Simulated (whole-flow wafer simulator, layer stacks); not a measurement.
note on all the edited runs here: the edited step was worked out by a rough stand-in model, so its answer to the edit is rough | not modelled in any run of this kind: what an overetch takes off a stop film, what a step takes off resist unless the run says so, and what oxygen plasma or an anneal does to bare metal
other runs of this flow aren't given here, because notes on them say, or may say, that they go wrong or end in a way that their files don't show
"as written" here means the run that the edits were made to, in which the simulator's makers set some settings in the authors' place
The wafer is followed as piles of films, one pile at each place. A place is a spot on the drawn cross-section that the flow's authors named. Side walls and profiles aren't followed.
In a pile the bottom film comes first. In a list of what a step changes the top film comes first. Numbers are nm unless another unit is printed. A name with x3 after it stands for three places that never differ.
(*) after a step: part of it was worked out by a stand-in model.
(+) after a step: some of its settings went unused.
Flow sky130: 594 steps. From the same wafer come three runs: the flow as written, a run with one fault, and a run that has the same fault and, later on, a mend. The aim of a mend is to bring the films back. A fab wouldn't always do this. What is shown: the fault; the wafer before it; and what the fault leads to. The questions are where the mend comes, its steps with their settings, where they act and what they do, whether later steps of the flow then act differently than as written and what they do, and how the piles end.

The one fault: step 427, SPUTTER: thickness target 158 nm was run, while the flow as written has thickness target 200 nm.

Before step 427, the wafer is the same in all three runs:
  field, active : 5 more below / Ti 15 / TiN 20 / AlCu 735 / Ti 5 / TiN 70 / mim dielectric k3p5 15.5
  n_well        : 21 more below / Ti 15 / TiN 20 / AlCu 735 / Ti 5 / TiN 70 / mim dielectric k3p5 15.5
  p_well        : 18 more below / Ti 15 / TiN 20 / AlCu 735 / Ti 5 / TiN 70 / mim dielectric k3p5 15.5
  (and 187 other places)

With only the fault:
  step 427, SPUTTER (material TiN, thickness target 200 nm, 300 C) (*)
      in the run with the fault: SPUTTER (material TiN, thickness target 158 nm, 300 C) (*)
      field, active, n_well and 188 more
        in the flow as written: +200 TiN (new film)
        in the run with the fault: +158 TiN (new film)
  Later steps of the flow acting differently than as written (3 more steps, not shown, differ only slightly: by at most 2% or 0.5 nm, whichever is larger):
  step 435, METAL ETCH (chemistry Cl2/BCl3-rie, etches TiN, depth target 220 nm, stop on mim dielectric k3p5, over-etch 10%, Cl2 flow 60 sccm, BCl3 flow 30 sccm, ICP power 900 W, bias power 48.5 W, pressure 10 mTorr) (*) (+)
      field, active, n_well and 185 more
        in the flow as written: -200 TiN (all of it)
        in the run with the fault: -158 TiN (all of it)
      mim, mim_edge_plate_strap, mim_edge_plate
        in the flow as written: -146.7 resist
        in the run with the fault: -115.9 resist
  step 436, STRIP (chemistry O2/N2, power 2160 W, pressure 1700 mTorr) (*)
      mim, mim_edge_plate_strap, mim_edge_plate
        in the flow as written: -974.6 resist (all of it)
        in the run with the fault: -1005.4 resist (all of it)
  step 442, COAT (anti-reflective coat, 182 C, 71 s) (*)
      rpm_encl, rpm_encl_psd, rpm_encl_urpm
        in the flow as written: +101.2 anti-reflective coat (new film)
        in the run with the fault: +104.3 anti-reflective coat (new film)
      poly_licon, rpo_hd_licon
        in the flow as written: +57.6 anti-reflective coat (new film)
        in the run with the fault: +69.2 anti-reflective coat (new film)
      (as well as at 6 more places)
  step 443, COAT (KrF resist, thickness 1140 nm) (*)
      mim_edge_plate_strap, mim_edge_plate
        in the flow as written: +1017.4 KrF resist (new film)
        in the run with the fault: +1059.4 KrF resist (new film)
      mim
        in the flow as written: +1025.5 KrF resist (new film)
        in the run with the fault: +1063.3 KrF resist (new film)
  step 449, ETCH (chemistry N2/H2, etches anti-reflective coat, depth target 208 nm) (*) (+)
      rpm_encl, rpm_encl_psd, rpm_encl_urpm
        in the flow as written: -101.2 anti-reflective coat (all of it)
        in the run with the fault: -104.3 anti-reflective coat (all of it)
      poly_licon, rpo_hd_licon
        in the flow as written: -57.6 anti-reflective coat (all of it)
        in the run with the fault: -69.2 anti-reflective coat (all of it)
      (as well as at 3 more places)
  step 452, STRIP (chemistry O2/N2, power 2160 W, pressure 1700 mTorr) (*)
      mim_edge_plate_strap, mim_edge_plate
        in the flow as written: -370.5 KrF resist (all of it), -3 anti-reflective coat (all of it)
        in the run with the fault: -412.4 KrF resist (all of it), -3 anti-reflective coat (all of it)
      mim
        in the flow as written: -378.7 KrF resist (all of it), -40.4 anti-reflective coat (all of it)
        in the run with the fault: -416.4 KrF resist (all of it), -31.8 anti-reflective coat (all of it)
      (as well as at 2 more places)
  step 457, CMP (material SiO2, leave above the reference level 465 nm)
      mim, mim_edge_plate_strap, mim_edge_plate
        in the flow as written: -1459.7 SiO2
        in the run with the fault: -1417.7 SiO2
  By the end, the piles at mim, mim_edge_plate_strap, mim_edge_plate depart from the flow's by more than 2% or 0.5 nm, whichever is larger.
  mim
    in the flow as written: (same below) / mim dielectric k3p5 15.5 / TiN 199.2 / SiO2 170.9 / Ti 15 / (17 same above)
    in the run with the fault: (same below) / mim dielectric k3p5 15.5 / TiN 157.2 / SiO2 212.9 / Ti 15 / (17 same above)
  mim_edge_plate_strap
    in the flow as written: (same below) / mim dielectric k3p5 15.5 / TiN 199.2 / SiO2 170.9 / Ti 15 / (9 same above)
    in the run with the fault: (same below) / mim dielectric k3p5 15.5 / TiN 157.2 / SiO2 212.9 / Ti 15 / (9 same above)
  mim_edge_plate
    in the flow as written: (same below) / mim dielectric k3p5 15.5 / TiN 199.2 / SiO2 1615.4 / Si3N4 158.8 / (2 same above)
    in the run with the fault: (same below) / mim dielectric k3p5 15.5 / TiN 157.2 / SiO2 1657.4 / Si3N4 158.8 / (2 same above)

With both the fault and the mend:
  After step 434 comes the mend.
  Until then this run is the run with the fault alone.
  step 434a, STRIP (chemistry O2/N2, power 2160 W, pressure 1700 mTorr) (*)
      mim, mim_edge_plate_strap, mim_edge_plate
        -1121.3 resist (all of it)
  step 434b, SPUTTER (material TiN, thickness target 42 nm, 300 C) (*) (the flow's step 427, run once more with other settings)
      field, active, n_well and 188 more
        +42 TiN
  step 434c, HMDS (120 C, 60 s) (the flow's step 429, run once more)
      alters no film at any place that is followed
  step 434d, COAT (resist, thickness 1140 nm) (the flow's step 430, run once more)
      field, active, n_well and 186 more
        +1140 resist (new film)
      m1, via2_hole
        +1140.6 resist (new film)
  step 434e, SOFTBAKE (resist) (the flow's step 431, run once more)
      alters no film at any place that is followed
  step 434f, EXPOSE (photomask CAPM, dose 177.7 mJ/cm2, NA 0.6, wavelength 365 nm) (*) (the flow's step 432, run once more)
      alters no film at any place that is followed
  step 434g, PEB (resist, 70.3 s) (the flow's step 433, run once more)
      field, active, n_well and 188 more
        -18.7 resist
  step 434h, DEVELOP (resist, thickness 1140 nm, developer TMAH-0.26N, 60 s) (the flow's step 434, run once more)
      field, active, n_well and 183 more
        -1121.3 resist (all of it)
      m1, via2_hole
        -1121.9 resist (all of it)
  None of the later steps of the flow acts differently than as written at any place that is followed.
  At every place that both follow, the piles at the end match the flow's.
